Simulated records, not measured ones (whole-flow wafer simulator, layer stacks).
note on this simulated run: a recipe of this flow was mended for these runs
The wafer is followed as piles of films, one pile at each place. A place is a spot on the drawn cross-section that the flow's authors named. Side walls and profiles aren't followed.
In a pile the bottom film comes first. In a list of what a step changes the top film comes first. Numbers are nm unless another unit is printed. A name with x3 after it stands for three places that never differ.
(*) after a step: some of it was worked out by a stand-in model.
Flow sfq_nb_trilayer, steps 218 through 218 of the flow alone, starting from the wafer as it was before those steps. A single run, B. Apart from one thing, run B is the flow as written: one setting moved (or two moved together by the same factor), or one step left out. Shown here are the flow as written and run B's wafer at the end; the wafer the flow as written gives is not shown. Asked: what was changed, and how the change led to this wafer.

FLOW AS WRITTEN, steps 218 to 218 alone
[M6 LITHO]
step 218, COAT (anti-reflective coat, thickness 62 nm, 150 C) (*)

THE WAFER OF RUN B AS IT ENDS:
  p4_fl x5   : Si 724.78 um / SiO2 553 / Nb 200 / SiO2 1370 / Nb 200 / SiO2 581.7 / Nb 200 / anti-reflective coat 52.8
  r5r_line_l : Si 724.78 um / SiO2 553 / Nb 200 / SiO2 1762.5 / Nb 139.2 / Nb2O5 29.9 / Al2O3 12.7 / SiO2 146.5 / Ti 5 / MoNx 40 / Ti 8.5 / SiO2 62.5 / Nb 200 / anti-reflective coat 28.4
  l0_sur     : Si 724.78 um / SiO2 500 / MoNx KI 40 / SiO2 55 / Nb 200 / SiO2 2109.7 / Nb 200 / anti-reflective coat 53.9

Cause: step 218, COAT: thickness 52.8 nm was run, whereas the flow has thickness 62 nm.
One can read it off the wafer: p4_fl x5 has anti-reflective coat 52.8, and step 218 as written asks for 62 nm.

How this came from the change, step by step:
  step 218, COAT (anti-reflective coat, thickness 62 nm, 150 C) (*)
      p4_fl x5, p4_w1 x9, p3_s0 x9 and 41 more: anti-reflective coat gains 52.8 (new film) (it would be, as written: anti-reflective coat gains 62 (new film))
      r5r_line_l, r5r_line_c, r5r_line_r: anti-reflective coat gains 28.4 (new film) (it would be, as written: anti-reflective coat gains 37.1 (new film))
      (as well as at 39 more places)
